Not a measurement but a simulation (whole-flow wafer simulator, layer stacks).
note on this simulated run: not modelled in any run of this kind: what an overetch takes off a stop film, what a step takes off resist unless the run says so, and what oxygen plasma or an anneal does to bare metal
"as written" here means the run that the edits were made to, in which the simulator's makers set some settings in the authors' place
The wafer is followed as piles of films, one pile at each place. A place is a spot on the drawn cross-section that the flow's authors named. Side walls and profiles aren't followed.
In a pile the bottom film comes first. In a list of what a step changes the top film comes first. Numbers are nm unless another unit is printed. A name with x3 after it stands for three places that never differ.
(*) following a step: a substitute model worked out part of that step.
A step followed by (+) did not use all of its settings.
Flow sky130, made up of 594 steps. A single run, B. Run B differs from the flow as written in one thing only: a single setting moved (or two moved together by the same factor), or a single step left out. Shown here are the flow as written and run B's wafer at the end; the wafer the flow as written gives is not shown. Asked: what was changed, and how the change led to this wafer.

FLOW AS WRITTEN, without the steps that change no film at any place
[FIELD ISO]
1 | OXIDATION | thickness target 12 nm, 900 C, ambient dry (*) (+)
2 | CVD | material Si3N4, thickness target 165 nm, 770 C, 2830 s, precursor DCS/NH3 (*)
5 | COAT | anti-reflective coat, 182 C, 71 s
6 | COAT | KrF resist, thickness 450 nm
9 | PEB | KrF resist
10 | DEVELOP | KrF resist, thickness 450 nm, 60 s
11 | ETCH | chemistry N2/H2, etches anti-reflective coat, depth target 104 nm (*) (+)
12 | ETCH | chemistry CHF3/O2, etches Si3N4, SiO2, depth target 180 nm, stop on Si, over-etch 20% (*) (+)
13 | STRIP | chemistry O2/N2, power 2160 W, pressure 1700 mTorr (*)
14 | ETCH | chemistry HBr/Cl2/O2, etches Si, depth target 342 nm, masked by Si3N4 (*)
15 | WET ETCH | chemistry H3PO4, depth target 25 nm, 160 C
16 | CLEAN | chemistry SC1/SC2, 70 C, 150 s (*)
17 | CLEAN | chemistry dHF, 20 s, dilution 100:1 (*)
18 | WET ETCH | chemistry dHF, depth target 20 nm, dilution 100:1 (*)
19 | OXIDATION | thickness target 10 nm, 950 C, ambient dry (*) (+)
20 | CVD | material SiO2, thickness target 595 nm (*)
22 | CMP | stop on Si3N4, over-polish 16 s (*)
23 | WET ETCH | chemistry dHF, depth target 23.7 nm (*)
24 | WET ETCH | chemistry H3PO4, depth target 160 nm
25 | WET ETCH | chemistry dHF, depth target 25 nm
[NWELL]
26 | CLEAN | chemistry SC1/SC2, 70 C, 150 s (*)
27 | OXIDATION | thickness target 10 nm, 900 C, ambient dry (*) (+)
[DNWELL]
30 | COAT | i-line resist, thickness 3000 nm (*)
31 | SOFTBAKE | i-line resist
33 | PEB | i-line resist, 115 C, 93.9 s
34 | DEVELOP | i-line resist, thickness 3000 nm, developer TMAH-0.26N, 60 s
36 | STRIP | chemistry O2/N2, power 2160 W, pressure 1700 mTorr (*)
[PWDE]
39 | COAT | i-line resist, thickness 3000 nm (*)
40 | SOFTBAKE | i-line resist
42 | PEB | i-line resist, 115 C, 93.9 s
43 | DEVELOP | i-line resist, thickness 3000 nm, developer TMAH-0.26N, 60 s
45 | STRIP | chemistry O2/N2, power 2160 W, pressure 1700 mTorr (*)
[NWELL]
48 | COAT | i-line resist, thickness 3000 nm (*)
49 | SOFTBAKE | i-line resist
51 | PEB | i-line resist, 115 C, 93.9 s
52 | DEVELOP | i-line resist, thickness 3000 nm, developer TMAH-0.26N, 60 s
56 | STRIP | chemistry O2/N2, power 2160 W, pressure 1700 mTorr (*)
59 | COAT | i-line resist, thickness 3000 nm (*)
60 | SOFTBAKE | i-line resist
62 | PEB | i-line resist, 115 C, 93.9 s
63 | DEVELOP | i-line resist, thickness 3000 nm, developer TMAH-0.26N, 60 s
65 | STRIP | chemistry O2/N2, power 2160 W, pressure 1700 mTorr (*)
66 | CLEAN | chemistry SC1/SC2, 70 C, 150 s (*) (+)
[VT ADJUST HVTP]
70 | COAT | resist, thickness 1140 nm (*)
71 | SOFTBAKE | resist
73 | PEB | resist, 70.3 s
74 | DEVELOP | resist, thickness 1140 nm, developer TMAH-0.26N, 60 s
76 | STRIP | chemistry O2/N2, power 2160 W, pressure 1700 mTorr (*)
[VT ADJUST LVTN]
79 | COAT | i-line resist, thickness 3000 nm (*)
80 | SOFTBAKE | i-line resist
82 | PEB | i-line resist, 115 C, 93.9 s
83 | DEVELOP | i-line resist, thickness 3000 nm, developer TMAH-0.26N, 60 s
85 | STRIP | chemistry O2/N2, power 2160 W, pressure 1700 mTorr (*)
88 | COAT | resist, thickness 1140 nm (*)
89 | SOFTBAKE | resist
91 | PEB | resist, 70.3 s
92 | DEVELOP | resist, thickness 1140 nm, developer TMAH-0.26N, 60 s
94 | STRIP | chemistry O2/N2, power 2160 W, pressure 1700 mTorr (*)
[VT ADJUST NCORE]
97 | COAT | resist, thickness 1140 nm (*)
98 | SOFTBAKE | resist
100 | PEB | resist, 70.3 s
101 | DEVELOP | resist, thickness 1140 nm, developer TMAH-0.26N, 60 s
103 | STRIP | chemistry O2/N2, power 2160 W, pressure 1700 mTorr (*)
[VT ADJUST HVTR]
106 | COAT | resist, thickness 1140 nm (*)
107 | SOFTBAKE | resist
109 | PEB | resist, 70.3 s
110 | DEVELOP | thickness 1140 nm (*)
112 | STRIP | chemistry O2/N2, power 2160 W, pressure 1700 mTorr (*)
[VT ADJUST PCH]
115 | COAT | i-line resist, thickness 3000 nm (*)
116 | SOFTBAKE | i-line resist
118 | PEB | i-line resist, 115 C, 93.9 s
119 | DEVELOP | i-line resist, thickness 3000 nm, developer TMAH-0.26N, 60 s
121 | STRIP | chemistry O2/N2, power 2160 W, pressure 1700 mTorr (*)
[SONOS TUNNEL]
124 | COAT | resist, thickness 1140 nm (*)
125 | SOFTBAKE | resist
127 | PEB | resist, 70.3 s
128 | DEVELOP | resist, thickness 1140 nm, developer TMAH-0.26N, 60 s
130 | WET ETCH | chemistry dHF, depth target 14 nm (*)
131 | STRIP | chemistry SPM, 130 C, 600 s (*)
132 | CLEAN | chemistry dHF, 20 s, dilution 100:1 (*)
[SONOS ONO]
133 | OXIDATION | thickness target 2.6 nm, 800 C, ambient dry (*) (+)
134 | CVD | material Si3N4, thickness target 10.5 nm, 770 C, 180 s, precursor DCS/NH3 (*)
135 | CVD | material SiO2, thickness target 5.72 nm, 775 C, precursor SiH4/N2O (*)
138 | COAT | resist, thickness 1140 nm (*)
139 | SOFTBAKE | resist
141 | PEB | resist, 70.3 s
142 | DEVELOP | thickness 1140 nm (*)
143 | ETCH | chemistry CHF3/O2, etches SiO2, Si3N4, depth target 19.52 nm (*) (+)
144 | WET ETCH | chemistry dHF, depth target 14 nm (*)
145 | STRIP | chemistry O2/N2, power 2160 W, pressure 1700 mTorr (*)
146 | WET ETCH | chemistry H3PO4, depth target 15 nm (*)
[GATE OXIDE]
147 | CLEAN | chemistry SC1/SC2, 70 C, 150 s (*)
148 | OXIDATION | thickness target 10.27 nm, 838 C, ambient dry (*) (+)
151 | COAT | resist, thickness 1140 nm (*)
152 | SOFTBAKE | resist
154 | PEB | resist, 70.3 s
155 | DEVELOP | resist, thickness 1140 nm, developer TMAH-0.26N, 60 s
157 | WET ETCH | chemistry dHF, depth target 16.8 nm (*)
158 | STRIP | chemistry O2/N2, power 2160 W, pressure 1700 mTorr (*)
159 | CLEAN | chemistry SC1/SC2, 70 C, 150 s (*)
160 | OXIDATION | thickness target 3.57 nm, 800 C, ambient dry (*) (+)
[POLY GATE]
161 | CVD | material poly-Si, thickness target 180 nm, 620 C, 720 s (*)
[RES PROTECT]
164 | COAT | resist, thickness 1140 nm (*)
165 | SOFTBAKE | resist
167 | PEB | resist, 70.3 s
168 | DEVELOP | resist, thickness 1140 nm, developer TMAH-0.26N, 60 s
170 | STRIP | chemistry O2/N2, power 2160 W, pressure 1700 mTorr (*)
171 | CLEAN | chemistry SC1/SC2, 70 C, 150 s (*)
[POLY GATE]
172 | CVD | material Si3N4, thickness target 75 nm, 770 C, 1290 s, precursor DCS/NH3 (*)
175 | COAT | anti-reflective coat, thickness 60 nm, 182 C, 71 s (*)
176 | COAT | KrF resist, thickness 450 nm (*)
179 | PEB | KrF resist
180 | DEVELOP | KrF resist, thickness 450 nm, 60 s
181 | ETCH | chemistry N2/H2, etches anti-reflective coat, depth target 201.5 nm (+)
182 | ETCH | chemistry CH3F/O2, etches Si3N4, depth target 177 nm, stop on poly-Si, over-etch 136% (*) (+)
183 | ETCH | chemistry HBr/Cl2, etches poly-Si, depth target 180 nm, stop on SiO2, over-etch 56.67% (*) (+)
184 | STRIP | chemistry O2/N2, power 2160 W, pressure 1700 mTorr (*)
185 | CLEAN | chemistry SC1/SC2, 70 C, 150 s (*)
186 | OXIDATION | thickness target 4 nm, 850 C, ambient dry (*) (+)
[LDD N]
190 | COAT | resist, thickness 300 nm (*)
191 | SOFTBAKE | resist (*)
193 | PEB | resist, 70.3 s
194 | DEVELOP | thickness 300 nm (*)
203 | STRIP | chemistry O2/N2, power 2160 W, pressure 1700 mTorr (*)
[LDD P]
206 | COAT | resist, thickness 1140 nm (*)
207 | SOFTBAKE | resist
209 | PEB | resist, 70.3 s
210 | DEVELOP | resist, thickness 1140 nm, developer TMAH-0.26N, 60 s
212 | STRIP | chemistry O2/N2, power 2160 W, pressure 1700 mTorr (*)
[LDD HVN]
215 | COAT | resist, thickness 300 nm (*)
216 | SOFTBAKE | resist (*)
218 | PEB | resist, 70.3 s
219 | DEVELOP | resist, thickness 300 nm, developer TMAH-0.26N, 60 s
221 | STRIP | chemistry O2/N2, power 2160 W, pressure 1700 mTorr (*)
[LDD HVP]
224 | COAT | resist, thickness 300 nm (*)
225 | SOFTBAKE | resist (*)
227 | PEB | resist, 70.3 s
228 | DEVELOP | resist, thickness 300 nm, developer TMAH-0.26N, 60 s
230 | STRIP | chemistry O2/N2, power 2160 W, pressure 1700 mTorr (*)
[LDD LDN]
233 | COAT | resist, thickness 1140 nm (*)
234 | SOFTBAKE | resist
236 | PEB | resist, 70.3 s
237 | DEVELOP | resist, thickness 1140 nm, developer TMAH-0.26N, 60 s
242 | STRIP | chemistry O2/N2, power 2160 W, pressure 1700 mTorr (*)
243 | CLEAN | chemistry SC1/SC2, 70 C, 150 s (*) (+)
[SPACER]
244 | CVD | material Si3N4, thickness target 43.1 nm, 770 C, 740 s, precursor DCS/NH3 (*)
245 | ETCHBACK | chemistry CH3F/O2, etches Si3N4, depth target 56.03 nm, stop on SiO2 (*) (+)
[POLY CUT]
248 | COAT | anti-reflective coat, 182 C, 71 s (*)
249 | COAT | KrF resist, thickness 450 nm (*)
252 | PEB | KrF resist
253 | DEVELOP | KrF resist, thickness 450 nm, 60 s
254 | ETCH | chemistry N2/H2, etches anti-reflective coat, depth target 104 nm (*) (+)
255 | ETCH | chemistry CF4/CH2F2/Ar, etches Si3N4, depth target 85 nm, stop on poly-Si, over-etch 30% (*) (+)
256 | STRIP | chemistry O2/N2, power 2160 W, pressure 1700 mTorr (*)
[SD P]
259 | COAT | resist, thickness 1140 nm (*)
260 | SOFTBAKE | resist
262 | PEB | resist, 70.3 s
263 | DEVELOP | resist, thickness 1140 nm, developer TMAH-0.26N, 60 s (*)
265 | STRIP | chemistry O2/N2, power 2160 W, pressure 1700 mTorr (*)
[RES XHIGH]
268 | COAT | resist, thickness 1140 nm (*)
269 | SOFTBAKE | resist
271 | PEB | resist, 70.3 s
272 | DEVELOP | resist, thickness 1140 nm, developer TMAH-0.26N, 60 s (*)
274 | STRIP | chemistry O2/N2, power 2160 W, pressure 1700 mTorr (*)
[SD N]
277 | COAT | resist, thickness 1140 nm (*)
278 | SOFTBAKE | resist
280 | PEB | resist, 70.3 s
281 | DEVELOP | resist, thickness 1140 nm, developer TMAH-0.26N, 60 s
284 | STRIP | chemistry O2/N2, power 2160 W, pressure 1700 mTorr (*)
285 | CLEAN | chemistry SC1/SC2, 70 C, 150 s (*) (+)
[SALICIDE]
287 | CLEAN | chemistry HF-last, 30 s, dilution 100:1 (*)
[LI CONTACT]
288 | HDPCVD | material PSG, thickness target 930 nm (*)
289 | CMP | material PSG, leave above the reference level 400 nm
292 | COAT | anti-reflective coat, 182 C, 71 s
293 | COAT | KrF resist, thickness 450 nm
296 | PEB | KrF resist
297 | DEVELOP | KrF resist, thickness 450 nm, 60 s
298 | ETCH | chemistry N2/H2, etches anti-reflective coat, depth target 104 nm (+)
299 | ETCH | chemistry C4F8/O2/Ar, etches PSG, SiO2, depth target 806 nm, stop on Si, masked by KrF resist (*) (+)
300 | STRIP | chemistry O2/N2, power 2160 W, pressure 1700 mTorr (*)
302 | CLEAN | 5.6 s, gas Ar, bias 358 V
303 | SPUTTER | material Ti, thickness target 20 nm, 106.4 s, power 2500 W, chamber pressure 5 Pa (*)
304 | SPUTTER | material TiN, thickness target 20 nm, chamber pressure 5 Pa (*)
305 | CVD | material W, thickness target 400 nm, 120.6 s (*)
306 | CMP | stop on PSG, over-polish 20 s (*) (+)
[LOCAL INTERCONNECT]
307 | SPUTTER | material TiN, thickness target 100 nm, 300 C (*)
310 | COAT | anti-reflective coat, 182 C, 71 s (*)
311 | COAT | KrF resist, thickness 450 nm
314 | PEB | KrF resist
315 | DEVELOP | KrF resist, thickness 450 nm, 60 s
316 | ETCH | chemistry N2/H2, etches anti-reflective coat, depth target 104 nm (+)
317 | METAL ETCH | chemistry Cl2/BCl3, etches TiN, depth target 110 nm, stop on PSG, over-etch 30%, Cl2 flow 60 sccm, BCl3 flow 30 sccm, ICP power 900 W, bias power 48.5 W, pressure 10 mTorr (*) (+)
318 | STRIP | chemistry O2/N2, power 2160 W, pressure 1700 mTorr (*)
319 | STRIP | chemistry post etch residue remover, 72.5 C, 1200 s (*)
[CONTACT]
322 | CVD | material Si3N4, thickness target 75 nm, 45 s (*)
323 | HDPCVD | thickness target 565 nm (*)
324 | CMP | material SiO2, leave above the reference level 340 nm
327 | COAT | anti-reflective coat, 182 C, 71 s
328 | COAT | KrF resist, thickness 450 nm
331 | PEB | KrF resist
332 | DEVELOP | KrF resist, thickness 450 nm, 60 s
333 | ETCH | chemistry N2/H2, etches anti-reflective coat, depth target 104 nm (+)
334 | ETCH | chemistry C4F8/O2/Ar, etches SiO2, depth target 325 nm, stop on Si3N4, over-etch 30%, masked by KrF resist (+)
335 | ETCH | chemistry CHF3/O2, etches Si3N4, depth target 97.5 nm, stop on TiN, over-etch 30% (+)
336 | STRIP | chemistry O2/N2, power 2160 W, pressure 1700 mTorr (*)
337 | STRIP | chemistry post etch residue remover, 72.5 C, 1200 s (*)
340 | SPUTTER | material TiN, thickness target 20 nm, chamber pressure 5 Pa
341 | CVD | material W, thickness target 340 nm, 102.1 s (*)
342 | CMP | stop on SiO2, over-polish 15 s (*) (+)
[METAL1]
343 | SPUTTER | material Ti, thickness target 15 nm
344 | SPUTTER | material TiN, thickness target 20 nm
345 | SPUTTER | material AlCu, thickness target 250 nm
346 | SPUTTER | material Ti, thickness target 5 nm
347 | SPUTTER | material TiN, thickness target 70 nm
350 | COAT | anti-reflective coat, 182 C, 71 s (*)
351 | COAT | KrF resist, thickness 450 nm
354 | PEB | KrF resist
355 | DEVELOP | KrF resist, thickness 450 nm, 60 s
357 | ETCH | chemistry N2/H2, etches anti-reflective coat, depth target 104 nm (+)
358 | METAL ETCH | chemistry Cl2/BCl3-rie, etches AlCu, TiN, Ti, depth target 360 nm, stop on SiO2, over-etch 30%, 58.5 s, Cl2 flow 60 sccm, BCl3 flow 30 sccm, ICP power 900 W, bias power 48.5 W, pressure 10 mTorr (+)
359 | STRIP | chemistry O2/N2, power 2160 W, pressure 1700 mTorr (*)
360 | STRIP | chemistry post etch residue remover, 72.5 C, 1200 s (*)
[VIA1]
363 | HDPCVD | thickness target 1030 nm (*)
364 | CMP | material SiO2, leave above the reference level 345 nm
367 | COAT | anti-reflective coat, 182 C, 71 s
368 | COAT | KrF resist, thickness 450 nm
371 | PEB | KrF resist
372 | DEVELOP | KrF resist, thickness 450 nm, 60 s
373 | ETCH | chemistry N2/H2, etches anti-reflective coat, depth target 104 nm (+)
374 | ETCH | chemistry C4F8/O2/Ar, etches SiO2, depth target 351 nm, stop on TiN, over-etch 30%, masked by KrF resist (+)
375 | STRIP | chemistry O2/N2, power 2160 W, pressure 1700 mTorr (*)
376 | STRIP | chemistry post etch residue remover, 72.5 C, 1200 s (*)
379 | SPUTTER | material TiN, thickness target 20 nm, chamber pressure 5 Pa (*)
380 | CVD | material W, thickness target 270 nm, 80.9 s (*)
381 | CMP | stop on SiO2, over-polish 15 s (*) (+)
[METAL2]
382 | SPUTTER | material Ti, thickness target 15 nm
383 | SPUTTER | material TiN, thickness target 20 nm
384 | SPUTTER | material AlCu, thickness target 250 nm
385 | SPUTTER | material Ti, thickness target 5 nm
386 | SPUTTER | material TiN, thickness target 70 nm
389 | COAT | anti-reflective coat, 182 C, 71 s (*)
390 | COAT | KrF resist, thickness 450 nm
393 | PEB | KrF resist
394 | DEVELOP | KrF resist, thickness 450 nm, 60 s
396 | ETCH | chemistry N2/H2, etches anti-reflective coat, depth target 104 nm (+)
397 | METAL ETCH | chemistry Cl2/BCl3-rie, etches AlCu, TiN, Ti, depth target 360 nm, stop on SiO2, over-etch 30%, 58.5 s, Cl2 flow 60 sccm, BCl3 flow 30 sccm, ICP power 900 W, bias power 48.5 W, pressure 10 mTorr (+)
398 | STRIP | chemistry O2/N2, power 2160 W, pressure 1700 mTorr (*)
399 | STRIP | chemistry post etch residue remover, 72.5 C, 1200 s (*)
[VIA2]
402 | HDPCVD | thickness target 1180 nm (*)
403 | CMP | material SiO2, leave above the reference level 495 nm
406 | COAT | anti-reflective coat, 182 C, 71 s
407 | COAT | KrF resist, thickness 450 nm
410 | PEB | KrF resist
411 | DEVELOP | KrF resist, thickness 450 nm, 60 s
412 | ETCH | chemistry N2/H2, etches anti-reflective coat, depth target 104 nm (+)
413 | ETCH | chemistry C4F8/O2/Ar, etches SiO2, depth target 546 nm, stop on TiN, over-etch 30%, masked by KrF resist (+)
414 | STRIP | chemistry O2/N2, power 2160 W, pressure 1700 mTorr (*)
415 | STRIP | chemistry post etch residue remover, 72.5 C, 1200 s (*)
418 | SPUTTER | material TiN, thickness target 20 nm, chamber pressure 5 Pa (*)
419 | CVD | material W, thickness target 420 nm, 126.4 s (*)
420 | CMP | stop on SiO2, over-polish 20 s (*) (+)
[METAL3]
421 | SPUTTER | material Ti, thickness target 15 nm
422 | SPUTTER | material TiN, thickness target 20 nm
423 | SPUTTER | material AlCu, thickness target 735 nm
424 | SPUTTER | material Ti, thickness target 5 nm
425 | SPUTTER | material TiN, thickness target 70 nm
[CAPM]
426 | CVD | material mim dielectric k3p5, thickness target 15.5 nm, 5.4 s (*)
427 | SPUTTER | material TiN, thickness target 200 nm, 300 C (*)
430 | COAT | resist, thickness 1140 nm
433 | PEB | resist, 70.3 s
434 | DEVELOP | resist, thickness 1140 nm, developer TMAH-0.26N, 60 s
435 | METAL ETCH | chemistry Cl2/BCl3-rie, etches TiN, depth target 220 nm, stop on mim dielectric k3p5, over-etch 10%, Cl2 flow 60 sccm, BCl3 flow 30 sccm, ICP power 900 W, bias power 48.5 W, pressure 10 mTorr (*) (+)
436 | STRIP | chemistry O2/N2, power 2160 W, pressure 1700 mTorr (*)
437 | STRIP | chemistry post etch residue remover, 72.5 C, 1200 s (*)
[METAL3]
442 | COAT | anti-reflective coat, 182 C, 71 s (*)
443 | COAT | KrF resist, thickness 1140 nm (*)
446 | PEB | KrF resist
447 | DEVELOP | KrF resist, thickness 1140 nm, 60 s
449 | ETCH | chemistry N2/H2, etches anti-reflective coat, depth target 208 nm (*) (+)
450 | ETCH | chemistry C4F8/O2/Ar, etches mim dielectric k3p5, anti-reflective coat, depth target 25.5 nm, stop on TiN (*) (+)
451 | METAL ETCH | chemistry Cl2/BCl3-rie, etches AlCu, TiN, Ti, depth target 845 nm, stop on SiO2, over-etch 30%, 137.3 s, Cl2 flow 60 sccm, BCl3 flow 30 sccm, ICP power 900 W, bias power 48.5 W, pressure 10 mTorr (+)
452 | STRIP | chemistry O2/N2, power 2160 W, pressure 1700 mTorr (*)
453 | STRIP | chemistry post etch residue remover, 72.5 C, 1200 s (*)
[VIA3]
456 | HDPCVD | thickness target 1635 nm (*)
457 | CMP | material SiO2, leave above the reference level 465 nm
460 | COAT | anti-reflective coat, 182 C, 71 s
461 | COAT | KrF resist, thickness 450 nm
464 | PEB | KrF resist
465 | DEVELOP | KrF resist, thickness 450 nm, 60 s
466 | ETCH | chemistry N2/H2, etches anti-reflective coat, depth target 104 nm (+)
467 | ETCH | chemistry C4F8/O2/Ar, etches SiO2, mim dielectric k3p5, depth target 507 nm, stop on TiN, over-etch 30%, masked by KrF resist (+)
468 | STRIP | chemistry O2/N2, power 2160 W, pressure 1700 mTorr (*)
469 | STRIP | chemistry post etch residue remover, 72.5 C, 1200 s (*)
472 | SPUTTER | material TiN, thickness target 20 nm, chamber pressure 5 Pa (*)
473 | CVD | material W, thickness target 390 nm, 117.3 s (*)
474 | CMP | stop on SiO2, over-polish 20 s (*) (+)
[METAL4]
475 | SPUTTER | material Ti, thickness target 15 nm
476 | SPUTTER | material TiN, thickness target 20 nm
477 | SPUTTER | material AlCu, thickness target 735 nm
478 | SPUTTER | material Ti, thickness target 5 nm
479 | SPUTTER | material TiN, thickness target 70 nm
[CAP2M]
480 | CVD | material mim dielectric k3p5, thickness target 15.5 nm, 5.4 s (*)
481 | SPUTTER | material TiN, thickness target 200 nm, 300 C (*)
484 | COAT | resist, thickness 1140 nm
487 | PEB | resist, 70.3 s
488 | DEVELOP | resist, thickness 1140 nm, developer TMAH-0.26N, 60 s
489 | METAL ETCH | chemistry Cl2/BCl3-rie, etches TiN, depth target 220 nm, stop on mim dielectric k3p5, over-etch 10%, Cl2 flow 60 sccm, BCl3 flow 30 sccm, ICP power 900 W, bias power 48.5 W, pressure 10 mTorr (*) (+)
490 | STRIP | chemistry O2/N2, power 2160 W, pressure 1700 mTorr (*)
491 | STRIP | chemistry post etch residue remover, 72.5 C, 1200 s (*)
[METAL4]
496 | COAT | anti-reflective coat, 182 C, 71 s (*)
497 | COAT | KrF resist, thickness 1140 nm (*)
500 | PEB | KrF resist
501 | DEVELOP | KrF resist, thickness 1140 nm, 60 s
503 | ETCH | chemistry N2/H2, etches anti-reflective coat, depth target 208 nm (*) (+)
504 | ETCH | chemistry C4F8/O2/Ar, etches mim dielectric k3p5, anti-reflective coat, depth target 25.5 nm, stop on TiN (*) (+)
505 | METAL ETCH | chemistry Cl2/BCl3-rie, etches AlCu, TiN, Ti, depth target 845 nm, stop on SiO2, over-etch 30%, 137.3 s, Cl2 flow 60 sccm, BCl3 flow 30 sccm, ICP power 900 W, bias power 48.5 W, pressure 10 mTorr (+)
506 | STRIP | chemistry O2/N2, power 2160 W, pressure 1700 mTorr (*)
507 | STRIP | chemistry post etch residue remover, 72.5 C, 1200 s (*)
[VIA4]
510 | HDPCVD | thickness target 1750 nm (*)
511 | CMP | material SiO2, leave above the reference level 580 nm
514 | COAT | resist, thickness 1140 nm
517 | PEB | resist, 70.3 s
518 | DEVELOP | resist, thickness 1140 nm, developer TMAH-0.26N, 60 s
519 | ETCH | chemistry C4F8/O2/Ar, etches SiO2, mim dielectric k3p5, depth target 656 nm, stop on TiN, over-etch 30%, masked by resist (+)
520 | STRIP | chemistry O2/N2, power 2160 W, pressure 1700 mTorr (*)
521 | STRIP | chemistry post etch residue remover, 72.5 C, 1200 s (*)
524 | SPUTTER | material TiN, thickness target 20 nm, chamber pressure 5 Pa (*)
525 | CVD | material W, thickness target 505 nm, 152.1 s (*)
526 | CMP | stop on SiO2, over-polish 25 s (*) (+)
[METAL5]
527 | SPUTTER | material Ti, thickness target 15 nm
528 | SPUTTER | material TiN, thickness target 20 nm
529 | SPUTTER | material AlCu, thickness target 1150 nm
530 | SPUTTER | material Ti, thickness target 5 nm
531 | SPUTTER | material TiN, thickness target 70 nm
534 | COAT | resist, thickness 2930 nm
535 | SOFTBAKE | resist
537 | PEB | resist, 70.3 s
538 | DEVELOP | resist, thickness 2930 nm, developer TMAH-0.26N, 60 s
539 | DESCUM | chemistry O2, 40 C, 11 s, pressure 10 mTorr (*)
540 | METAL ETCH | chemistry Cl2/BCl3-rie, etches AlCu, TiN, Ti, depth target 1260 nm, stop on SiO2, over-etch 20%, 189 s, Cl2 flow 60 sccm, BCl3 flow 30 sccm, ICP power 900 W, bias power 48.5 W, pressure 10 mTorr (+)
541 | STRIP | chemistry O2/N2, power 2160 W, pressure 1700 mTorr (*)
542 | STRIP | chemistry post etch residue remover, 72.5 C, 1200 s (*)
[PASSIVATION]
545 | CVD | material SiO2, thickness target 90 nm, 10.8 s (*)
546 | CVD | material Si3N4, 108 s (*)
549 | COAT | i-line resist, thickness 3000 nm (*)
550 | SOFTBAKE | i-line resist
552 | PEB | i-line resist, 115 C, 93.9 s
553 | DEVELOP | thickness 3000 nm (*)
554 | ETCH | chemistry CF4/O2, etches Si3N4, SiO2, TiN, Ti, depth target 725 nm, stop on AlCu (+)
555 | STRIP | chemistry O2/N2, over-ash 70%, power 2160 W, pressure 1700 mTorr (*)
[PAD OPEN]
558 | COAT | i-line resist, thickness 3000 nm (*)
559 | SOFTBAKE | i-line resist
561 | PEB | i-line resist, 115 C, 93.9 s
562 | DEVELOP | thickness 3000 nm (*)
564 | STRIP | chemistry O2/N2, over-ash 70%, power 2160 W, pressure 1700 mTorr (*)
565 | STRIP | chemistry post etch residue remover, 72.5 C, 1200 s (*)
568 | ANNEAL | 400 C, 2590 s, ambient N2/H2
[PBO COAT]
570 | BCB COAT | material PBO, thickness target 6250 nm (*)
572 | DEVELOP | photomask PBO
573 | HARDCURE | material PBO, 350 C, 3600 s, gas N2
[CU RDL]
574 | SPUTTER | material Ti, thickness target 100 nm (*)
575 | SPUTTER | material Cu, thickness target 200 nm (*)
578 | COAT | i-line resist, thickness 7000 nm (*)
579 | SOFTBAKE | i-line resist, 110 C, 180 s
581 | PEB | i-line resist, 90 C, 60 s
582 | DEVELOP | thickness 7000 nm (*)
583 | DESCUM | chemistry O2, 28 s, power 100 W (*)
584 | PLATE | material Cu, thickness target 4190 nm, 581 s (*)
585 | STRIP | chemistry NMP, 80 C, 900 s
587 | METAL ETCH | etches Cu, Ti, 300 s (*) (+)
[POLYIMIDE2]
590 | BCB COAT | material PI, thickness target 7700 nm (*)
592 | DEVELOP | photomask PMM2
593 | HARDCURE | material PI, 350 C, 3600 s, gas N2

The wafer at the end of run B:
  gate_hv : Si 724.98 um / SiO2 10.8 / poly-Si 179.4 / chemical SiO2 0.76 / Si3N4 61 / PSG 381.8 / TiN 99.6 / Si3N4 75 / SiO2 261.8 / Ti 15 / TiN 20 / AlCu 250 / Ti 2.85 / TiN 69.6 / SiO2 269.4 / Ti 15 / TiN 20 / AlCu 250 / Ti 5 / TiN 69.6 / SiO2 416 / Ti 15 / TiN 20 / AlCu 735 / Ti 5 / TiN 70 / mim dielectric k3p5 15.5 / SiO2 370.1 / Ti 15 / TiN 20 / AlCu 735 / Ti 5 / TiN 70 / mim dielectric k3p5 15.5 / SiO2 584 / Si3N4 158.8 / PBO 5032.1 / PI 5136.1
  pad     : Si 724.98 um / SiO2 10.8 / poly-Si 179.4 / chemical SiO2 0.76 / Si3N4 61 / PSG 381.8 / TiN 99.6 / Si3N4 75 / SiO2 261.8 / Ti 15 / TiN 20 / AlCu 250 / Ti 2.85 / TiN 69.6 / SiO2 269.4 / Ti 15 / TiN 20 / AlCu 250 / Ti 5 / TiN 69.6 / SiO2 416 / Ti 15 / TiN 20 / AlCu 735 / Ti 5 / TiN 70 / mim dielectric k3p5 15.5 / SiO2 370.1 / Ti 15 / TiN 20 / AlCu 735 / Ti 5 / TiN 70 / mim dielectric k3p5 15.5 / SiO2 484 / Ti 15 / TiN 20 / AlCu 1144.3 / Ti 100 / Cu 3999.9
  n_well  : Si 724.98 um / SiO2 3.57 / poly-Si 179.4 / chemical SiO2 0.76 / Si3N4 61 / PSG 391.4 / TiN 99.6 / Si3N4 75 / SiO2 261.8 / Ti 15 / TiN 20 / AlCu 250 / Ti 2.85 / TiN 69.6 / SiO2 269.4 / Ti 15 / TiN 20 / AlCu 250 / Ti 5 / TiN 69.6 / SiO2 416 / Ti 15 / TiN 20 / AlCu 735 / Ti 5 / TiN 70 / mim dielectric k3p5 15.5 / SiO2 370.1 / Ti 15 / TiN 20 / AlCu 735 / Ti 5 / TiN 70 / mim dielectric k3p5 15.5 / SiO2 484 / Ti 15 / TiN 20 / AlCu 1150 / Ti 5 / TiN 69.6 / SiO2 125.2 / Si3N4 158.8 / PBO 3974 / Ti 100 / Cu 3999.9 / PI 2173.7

What caused this: step 346, SPUTTER: thickness target 2.85 nm was run, whereas the flow has thickness target 5 nm.
The wafer itself shows it: gate_hv has Ti 2.85, and step 346 as written asks for 5 nm.

How this came from the change, step by step:
  346 | SPUTTER | material Ti, thickness target 5 nm
      field, active, n_well and 188 more: +2.85 Ti (new film) (as written it would have been: +5 Ti (new film))
  358 | METAL ETCH | chemistry Cl2/BCl3-rie, etches AlCu, TiN, Ti, depth target 360 nm, stop on SiO2, over-etch 30%, 58.5 s, Cl2 flow 60 sccm, BCl3 flow 30 sccm, ICP power 900 W, bias power 48.5 W, pressure 10 mTorr (+)
      field, active, gate and 81 more: -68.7 TiN (all of it), -2.85 Ti (all of it), -250 AlCu (all of it), -20 TiN (all of it), -15 Ti (all of it), -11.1 SiO2 (as written it would have been: -68.7 TiN (all of it), -5 Ti (all of it), -250 AlCu (all of it), -20 TiN (all of it), -15 Ti (all of it), -10.9 SiO2)
